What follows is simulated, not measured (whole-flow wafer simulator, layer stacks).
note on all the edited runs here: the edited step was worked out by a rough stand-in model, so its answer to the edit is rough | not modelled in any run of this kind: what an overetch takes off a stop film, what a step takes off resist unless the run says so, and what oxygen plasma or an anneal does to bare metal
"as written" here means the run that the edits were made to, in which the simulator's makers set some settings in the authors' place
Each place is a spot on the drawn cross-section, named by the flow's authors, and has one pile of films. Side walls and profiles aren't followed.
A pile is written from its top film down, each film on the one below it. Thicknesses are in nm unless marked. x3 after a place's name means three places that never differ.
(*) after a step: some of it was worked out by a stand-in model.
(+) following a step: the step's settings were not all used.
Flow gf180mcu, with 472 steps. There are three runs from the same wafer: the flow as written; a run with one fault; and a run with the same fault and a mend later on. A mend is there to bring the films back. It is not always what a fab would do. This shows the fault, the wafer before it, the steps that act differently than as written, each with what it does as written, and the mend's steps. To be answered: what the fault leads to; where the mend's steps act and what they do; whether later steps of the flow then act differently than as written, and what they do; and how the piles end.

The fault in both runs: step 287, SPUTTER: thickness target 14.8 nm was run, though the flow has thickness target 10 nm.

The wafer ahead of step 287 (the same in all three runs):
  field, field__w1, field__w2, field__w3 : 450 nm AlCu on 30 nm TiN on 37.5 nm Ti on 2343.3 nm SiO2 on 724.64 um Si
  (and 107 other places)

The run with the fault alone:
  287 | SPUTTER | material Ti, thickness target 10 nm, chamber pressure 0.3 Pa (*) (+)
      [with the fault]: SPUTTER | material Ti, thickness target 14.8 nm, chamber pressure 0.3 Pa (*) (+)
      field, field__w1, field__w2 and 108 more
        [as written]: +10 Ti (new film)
        [with the fault]: +14.8 Ti (new film)
  Later steps of the flow acting differently than as written (5 other steps are not shown; they differ only slightly, by no more than 2% or 0.5 nm, whichever is larger):
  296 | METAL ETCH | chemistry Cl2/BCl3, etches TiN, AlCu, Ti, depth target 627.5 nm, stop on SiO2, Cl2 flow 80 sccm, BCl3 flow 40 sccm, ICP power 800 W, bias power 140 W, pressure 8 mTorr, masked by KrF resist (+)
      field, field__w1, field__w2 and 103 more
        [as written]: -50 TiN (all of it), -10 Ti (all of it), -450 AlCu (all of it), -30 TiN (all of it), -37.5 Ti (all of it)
        [with the fault]: -50 TiN (all of it), -14.8 Ti (all of it), -450 AlCu (all of it), -30 TiN (all of it), -37.5 Ti (all of it)
  The piles end different from the flow's at field__w8, contact, m1, m1__w1, m1_nw by more than 2% or 0.5 nm, whichever is larger.
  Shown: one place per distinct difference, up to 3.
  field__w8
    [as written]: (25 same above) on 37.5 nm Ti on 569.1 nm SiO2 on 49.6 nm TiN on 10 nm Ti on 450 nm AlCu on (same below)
    [with the fault]: (25 same above) on 37.5 nm Ti on 564.3 nm SiO2 on 49.6 nm TiN on 14.8 nm Ti on 450 nm AlCu on (same below)
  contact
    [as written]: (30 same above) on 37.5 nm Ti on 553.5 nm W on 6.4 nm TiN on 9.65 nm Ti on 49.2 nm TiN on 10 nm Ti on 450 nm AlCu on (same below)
    [with the fault]: (30 same above) on 37.5 nm Ti on 548.7 nm W on 6.42 nm TiN on 9.68 nm Ti on 49.2 nm TiN on 14.8 nm Ti on 450 nm AlCu on (same below)

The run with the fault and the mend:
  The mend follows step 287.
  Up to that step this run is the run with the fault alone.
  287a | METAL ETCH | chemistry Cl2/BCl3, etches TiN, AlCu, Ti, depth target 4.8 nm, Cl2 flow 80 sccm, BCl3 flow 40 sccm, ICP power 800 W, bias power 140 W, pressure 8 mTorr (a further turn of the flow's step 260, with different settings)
      field, field__w1, field__w2 and 108 more
        -4.8 Ti
  Later steps of the flow that are run all act as written at every place that is followed.
  At every place that both follow, the piles at the end match the flow's.
